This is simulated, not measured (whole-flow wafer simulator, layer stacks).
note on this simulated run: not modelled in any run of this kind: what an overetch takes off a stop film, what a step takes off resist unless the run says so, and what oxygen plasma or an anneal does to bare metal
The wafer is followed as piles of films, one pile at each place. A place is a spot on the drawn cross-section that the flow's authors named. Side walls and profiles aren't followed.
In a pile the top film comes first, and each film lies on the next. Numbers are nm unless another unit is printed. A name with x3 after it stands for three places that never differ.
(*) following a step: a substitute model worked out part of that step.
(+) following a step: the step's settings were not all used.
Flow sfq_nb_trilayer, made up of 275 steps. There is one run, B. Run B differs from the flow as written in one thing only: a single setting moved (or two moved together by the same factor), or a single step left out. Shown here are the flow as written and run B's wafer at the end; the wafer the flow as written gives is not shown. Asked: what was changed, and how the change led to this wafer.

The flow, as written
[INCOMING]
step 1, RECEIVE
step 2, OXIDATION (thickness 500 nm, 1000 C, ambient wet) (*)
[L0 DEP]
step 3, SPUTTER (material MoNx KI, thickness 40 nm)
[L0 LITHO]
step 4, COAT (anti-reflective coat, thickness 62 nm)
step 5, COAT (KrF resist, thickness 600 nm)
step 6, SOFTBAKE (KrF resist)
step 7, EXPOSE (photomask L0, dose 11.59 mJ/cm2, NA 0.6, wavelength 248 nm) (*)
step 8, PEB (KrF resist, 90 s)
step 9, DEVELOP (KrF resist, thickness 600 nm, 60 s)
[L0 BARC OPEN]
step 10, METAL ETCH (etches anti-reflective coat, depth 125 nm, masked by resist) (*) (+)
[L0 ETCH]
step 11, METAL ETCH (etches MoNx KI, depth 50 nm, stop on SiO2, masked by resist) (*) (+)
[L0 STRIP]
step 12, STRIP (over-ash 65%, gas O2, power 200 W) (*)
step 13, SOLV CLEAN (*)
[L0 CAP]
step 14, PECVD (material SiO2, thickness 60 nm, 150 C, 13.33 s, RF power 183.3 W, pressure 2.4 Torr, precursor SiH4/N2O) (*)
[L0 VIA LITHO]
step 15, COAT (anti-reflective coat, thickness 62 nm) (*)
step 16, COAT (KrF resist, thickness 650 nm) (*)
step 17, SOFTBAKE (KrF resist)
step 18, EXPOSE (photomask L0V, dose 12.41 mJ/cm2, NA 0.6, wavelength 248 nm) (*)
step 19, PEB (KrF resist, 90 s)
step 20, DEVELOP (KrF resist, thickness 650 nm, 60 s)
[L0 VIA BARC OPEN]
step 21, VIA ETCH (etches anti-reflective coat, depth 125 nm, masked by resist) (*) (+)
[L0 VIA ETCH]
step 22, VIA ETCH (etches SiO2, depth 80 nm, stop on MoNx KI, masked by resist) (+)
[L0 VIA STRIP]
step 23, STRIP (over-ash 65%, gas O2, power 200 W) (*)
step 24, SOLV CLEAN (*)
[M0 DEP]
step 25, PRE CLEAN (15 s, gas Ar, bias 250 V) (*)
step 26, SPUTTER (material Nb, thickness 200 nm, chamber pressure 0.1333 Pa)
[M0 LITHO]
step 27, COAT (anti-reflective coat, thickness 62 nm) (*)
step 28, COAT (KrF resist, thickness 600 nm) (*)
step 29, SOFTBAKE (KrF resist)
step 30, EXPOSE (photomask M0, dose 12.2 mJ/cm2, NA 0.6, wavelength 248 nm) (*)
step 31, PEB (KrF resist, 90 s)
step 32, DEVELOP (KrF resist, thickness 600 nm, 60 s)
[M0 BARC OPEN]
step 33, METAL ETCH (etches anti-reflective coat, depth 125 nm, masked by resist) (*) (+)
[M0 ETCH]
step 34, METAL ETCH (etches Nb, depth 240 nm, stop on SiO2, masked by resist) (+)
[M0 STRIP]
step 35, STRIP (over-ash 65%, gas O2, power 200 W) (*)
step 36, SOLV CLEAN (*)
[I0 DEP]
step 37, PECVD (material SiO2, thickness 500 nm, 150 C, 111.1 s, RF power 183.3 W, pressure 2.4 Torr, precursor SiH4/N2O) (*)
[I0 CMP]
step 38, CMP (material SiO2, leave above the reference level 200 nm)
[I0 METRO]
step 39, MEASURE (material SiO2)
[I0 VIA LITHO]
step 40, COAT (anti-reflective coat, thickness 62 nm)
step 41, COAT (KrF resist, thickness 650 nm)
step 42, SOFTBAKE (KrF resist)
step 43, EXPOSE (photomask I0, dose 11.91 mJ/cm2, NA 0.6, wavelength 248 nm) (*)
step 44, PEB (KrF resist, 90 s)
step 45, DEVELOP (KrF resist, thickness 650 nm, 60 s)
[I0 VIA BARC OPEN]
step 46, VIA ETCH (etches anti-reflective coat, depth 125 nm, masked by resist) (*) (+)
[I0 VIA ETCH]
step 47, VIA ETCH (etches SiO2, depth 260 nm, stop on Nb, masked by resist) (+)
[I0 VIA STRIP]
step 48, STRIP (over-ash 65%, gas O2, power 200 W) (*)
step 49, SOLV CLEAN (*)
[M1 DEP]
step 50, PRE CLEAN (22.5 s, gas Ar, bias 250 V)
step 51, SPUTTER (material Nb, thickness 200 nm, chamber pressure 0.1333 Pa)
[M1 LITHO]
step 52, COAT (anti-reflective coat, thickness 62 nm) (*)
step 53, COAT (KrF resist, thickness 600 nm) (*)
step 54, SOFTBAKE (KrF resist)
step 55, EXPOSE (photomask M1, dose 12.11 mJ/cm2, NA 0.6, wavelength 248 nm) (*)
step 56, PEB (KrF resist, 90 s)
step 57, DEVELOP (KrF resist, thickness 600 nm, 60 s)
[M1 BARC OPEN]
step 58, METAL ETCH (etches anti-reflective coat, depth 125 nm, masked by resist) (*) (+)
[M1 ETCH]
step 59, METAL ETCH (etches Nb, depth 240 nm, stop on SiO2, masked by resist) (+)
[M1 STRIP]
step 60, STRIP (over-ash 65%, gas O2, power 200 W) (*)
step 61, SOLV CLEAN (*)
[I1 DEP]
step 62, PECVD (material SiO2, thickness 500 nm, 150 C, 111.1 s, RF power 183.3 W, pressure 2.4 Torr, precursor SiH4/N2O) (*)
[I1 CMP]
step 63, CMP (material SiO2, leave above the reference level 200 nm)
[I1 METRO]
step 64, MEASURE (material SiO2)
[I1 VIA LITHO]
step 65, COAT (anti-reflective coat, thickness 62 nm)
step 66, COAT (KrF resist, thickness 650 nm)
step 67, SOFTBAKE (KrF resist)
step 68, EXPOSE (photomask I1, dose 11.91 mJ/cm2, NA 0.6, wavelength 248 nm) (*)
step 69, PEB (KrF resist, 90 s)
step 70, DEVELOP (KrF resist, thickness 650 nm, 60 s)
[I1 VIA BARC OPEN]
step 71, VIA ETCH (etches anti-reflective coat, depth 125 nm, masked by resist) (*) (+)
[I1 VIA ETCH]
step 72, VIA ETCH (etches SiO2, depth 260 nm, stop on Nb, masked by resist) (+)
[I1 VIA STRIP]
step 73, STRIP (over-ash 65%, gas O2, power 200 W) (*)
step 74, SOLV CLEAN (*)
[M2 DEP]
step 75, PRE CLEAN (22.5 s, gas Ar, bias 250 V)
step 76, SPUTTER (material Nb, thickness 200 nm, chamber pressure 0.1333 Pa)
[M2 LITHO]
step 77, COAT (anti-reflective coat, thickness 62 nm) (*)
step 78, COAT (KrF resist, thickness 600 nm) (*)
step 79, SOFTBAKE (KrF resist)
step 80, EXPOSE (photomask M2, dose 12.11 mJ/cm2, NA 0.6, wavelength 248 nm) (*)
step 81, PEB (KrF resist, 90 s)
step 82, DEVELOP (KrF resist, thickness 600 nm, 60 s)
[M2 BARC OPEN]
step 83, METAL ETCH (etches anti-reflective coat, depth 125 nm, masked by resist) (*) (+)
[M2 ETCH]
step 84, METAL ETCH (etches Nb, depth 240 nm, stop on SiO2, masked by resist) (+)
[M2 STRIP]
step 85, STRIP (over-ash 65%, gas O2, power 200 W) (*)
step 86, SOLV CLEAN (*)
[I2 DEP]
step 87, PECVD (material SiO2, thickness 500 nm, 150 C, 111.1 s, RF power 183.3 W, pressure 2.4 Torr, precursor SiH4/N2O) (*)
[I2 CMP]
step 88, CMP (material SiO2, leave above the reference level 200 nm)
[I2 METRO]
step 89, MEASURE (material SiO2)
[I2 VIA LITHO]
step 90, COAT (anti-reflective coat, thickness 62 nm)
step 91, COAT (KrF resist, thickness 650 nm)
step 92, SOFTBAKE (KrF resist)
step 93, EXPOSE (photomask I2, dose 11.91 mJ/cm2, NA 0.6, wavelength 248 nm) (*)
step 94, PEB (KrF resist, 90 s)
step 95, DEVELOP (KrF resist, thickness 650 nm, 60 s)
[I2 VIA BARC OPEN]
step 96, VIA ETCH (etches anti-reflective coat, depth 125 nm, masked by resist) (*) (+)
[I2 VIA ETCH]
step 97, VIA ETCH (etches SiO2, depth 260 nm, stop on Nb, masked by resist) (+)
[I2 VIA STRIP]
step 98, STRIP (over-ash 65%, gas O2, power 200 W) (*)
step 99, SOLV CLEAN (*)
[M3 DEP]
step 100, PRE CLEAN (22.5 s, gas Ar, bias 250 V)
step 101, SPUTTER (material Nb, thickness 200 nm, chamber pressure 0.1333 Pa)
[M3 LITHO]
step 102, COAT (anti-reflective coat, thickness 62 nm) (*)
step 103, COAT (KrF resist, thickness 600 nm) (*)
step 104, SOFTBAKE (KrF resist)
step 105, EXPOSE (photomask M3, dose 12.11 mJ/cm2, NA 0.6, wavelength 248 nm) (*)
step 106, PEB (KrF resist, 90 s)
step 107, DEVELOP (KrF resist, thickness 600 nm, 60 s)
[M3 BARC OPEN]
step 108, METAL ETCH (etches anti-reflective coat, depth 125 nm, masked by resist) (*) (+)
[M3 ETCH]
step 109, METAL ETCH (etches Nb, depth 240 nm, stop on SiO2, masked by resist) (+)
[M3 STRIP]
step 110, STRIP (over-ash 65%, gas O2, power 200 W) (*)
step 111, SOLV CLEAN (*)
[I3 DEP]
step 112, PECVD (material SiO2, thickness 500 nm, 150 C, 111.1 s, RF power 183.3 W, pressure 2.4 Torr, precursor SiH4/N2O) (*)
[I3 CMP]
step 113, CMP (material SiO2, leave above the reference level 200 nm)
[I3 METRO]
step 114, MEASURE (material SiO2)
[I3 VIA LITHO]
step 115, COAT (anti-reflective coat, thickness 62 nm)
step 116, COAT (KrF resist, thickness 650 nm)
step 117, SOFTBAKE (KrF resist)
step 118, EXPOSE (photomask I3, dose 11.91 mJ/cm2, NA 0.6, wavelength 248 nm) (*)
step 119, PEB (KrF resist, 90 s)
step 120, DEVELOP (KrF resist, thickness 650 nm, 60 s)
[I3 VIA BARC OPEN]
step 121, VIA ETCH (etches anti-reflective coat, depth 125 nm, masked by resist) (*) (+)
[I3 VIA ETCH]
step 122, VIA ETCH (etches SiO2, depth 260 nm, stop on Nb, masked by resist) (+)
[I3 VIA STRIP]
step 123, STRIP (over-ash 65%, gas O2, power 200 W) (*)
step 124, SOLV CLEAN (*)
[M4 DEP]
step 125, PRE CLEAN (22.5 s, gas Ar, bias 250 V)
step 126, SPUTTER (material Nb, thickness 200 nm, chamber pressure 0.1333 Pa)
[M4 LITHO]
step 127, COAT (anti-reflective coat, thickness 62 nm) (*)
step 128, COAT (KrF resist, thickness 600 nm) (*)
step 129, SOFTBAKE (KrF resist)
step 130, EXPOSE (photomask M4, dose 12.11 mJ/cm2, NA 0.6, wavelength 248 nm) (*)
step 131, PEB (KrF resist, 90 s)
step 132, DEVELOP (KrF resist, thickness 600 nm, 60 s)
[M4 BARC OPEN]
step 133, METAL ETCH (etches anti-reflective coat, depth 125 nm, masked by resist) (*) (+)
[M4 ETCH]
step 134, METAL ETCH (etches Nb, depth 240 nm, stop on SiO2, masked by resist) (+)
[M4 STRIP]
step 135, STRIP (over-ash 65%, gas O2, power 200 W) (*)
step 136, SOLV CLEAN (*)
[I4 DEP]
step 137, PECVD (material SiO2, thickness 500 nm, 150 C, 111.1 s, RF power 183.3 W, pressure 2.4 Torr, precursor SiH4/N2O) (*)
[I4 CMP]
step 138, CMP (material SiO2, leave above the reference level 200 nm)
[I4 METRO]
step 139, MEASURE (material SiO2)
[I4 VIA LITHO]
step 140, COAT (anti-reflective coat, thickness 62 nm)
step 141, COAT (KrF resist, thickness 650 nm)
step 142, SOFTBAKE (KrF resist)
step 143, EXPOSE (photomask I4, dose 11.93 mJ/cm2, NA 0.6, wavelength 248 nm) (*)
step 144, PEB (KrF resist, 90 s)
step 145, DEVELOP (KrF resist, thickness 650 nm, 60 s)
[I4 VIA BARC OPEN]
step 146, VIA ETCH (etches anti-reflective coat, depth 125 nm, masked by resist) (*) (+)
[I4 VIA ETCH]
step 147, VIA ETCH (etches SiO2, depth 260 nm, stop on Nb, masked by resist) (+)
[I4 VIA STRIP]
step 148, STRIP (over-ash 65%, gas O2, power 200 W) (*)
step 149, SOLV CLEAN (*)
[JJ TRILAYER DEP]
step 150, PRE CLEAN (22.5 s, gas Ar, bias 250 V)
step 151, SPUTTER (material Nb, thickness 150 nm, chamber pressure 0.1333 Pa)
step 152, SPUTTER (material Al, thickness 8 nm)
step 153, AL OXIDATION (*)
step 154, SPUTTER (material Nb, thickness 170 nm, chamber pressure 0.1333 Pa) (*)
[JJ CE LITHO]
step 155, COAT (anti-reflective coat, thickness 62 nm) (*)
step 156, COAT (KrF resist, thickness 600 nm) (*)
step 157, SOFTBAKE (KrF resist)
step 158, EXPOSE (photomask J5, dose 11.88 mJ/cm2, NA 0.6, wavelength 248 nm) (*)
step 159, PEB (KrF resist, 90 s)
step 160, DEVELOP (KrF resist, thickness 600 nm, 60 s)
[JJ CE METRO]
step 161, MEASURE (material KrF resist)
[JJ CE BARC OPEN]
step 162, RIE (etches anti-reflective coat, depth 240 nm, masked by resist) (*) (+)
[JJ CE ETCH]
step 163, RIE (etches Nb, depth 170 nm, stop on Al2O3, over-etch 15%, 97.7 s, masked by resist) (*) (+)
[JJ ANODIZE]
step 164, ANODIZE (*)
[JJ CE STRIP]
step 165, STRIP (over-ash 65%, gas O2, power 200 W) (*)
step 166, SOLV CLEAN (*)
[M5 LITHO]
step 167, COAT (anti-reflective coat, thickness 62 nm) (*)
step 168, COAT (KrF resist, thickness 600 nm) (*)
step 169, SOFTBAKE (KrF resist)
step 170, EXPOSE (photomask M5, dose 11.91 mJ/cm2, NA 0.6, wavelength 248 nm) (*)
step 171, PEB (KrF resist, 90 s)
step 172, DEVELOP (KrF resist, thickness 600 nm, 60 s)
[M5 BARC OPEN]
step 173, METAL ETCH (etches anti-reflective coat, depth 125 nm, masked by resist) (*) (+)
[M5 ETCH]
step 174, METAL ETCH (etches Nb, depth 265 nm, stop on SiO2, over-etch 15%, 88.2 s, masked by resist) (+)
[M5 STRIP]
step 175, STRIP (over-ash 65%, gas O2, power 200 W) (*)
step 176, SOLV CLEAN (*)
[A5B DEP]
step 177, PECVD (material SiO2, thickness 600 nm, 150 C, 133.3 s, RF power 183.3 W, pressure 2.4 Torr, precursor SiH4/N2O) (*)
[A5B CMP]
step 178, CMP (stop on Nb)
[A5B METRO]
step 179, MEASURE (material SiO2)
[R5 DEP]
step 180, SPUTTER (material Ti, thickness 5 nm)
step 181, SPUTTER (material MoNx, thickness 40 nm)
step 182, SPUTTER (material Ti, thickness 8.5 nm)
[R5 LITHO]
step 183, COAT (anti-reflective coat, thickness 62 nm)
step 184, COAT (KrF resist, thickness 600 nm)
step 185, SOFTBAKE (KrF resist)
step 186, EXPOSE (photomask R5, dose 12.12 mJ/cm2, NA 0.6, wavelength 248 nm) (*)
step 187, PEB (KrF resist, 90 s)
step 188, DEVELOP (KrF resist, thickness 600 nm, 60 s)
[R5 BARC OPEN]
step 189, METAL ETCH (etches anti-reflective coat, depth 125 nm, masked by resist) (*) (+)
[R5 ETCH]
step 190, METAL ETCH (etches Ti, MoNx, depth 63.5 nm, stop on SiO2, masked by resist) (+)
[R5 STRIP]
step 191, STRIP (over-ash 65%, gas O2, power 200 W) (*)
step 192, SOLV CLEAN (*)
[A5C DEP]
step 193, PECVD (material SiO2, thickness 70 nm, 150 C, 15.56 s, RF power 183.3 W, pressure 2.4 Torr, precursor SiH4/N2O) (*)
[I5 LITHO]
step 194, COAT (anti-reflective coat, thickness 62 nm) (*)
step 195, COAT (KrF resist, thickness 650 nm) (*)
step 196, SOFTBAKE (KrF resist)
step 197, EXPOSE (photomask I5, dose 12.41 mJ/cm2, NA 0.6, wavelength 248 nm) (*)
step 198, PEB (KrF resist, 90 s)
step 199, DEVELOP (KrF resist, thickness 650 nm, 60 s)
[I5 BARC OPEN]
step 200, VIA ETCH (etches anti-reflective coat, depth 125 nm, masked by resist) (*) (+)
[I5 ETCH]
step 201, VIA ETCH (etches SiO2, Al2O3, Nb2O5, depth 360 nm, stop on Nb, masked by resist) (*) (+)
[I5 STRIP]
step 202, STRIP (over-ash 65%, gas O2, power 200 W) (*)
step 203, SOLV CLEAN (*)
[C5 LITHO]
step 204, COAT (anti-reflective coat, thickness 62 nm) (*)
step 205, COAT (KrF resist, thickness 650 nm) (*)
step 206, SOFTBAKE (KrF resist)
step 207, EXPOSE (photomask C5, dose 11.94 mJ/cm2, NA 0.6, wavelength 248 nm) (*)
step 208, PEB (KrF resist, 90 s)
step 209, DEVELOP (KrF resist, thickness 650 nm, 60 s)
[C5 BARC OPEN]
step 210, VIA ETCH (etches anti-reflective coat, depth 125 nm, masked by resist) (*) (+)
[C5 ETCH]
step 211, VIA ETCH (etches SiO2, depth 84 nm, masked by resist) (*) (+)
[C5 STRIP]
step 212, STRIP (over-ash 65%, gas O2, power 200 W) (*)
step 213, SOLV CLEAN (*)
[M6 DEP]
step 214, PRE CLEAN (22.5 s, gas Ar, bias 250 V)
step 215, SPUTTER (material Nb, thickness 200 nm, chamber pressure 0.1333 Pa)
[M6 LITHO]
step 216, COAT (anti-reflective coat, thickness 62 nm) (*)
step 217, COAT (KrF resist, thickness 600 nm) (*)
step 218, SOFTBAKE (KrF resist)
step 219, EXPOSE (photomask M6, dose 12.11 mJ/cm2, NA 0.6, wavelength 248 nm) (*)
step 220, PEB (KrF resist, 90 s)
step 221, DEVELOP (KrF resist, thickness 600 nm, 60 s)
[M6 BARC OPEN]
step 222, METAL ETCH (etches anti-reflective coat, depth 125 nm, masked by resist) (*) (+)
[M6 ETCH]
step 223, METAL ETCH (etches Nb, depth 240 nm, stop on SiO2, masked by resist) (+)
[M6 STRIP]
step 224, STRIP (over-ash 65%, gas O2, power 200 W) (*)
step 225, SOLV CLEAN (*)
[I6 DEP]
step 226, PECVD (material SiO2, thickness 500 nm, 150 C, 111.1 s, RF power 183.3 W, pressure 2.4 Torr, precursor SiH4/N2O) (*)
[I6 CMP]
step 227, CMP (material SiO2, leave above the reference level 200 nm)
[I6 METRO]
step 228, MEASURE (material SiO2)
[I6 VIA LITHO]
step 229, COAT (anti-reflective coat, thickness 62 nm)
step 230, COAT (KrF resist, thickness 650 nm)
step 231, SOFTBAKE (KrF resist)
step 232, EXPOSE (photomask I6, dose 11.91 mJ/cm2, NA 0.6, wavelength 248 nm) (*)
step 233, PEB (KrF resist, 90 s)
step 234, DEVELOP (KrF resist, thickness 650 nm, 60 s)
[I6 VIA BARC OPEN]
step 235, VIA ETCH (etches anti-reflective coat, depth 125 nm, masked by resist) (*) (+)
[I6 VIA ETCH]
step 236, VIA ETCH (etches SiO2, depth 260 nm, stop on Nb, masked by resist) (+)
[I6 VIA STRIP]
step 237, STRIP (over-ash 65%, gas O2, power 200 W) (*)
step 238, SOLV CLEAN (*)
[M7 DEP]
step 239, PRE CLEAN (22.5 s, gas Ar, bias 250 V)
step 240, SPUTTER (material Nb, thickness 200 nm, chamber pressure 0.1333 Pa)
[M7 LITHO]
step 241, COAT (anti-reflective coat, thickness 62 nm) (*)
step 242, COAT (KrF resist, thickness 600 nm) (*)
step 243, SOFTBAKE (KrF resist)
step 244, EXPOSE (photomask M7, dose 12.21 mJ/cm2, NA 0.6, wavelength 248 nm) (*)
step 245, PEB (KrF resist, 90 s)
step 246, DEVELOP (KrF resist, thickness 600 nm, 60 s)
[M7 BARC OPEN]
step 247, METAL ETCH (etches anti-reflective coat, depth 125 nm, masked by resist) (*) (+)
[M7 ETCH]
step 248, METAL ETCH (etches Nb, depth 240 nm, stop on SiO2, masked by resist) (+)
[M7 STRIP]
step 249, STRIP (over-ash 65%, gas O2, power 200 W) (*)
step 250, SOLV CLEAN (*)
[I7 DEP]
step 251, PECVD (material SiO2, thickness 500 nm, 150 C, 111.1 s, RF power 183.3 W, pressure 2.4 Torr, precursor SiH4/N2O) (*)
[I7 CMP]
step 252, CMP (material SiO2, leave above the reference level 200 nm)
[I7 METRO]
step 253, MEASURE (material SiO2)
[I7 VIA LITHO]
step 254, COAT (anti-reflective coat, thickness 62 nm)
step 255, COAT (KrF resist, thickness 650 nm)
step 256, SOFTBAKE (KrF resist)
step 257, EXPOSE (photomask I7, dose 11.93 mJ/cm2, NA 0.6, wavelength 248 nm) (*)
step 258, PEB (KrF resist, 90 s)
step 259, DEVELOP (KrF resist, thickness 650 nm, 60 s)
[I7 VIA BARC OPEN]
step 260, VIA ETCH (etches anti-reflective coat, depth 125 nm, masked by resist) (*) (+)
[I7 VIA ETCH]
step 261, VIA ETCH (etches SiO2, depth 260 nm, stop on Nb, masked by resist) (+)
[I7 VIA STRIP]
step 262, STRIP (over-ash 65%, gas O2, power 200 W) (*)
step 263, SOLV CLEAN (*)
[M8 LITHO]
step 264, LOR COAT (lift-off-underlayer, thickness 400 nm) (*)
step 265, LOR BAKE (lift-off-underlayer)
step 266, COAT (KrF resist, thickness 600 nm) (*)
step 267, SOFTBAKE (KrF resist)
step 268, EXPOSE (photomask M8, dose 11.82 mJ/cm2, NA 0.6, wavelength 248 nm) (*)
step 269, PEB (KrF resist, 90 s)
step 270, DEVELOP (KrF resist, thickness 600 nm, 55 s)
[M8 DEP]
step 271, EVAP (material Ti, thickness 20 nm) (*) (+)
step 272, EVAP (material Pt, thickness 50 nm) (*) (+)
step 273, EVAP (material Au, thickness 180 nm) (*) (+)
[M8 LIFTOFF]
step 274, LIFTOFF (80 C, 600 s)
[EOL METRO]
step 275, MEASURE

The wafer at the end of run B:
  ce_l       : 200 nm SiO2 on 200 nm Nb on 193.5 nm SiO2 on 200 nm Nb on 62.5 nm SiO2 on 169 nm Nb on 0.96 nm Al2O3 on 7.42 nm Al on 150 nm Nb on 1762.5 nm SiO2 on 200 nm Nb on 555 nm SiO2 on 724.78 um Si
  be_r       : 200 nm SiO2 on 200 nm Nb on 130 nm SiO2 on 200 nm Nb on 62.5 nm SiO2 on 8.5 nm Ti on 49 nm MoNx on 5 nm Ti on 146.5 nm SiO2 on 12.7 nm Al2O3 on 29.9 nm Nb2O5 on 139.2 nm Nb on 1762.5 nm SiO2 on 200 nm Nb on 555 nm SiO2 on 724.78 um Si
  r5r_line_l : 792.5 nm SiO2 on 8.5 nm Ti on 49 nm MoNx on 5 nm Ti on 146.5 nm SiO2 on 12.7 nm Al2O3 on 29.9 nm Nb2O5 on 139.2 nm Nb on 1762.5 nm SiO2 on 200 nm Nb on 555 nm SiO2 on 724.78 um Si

The reason: step 181, SPUTTER: thickness 49 nm was run, while the flow as written has thickness 40 nm.
One can read it off the wafer: be_r has MoNx 49, and step 181 as written asks for 40 nm.

The path from the change to this, step by step:
  step 181, SPUTTER (material MoNx, thickness 40 nm)
      field_l, v_sur, via_wl and 103 more: +49 MoNx (new film) (in the flow as written it would be: +40 MoNx (new film))
  step 190, METAL ETCH (etches Ti, MoNx, depth 63.5 nm, stop on SiO2, masked by resist) (+)
      field_l, v_sur, via_wl and 92 more: -8.5 Ti (all of it), -49 MoNx (all of it), -5 Ti (all of it) (in the flow as written it would be: -8.5 Ti (all of it), -40 MoNx (all of it), -5 Ti (all of it))
      ce_l, c5j, ce_r, wl_jj: -8.5 Ti (all of it), -49 MoNx (all of it), -5 Ti (all of it), -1 Nb (in the flow as written it would be: -8.5 Ti (all of it), -40 MoNx (all of it), -5 Ti (all of it), -10 Nb)
  step 194, COAT (anti-reflective coat, thickness 62 nm) (*)
      wl_j_sl, wl_j_sr: +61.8 anti-reflective coat (new film) (in the flow as written it would be: +60.2 anti-reflective coat (new film))
      r5r_spacepad_l, r5r_spacepad_r: +88.3 anti-reflective coat (new film) (in the flow as written it would be: +84.4 anti-reflective coat (new film))
      (also at 11 further places)
  step 202, STRIP (over-ash 65%, gas O2, power 200 W) (*)
      wl_j_sl, wl_j_sr: -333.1 KrF resist (all of it), -61.8 anti-reflective coat (all of it) (in the flow as written it would be: -333.3 KrF resist (all of it), -60.2 anti-reflective coat (all of it))
      r5r_spacepad_l, r5r_spacepad_r: -335.9 KrF resist (all of it), -88.3 anti-reflective coat (all of it) (in the flow as written it would be: -335.6 KrF resist (all of it), -84.4 anti-reflective coat (all of it))
      (also at 11 further places)
  step 204, COAT (anti-reflective coat, thickness 62 nm) (*)
      wl_j_sl, wl_j_sr: +61.8 anti-reflective coat (new film) (in the flow as written it would be: +60.2 anti-reflective coat (new film))
      r5r_spacepad_l, r5r_spacepad_r: +88.3 anti-reflective coat (new film) (in the flow as written it would be: +84.4 anti-reflective coat (new film))
      (also at 11 further places)
  step 210, VIA ETCH (etches anti-reflective coat, depth 125 nm, masked by resist) (*) (+)
      c5j: -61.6 anti-reflective coat (all of it), -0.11 SiO2 (in the flow as written it would be: -63.9 anti-reflective coat (all of it), -0.11 SiO2)
  step 212, STRIP (over-ash 65%, gas O2, power 200 W) (*)
      wl_j_sl, wl_j_sr: -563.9 KrF resist (all of it), -61.8 anti-reflective coat (all of it) (in the flow as written it would be: -563.4 KrF resist (all of it), -60.2 anti-reflective coat (all of it))
      r5r_spacepad_l, r5r_spacepad_r: -566.7 KrF resist (all of it), -88.3 anti-reflective coat (all of it) (in the flow as written it would be: -565.8 KrF resist (all of it), -84.4 anti-reflective coat (all of it))
      (also at 10 further places)
  step 216, COAT (anti-reflective coat, thickness 62 nm) (*)
      r5r_line_l, r5r_line_c, r5r_line_r: +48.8 anti-reflective coat (new film) (in the flow as written it would be: +50 anti-reflective coat (new film))
      wl_j_sl, wl_j_sr: +61.8 anti-reflective coat (new film) (in the flow as written it would be: +60.2 anti-reflective coat (new film))
      (also at 11 further places)
  step 222, METAL ETCH (etches anti-reflective coat, depth 125 nm, masked by resist) (*) (+)
      r5r_line_l, r5r_line_c, r5r_line_r: -48.8 anti-reflective coat (all of it) (in the flow as written it would be: -50 anti-reflective coat (all of it))
      r5r_spacepad_l, r5r_spacepad_r: -90.2 anti-reflective coat (all of it) (in the flow as written it would be: -85.7 anti-reflective coat (all of it))
      (also at 1 further place)
  step 224, STRIP (over-ash 65%, gas O2, power 200 W) (*)
      wl_j_sl, wl_j_sr: -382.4 KrF resist (all of it), -61.8 anti-reflective coat (all of it) (in the flow as written it would be: -382.5 KrF resist (all of it), -60.2 anti-reflective coat (all of it))
      jj_sur: -378.7 KrF resist (all of it), -58.3 anti-reflective coat (all of it) (in the flow as written it would be: -378.5 KrF resist (all of it), -56.1 anti-reflective coat (all of it))
      (also at 7 further places)
  step 227, CMP (material SiO2, leave above the reference level 200 nm)
      r5r_line_l, r5r_spacepad_l, r5r_spacepad_r, r5r_line_c, r5r_line_r: -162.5 SiO2 (in the flow as written it would be: -153.5 SiO2)
      ce_l, ce_r, wl_jj: -299 SiO2 (in the flow as written it would be: -290 SiO2)
      (also at 5 further places)
